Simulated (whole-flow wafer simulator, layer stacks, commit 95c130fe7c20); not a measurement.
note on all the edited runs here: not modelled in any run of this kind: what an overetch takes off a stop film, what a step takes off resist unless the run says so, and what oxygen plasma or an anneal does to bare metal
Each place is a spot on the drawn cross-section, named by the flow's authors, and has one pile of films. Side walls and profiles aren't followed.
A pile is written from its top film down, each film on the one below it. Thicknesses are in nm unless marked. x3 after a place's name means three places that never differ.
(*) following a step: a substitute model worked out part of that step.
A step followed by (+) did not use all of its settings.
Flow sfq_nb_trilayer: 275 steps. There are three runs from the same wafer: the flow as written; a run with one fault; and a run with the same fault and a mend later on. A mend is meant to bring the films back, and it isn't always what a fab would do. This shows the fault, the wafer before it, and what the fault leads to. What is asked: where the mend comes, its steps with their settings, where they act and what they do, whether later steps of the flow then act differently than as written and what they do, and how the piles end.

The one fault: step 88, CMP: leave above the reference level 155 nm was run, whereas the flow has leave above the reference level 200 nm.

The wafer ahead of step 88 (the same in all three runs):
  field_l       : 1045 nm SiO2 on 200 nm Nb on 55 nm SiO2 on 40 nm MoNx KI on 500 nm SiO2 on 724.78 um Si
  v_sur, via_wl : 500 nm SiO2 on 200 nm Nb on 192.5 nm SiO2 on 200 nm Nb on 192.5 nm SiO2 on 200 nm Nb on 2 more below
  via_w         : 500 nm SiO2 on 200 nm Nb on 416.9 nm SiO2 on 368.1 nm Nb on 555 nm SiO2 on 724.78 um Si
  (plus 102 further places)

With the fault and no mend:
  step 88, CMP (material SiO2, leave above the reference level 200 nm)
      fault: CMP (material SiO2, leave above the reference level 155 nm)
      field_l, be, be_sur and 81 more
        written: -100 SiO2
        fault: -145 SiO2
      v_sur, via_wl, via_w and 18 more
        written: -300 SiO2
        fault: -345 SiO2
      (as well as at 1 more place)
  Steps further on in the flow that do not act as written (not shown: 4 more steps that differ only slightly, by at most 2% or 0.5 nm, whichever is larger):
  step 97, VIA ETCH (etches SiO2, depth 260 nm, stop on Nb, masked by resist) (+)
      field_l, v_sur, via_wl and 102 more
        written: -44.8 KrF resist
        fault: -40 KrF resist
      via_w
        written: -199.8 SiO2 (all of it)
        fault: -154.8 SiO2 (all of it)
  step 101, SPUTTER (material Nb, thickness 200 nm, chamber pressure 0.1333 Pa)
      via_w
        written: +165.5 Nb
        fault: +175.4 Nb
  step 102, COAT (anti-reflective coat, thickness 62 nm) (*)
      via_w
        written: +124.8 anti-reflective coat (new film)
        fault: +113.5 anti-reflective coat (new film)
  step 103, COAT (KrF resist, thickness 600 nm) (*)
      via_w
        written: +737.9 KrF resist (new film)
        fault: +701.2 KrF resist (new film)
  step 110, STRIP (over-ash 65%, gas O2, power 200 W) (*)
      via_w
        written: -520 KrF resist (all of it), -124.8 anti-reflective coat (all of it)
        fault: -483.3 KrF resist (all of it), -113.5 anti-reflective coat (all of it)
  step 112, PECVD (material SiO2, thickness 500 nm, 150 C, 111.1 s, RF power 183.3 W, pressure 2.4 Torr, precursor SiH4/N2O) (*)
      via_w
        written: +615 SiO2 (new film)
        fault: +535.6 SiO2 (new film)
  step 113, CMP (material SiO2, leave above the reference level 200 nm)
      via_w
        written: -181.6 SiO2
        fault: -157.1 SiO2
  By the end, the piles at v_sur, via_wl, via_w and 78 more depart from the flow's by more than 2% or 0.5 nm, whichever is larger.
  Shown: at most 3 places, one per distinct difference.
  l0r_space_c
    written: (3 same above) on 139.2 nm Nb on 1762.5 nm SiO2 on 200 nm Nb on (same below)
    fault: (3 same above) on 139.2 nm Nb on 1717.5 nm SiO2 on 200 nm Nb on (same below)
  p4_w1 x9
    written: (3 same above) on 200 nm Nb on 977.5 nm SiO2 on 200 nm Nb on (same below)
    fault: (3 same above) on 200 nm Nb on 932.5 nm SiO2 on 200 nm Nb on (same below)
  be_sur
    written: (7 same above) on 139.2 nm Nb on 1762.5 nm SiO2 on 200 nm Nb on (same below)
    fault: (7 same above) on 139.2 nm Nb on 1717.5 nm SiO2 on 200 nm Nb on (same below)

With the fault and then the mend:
  After step 89 comes the mend.
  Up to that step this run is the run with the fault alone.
  step 89a, PECVD (material SiO2, thickness 45 nm, 150 C, 10 s, RF power 183.3 W, pressure 2.4 Torr, precursor SiH4/N2O) (the flow's step 87, run once more with other settings)
      field_l, v_sur, via_wl and 103 more
        +45 SiO2
  Later steps of the flow that are run all act as written at every place that is followed, up to a difference of at most 2% or 0.5 nm, whichever is larger.
  By the end, the piles equal the flow's at every place that both follow.
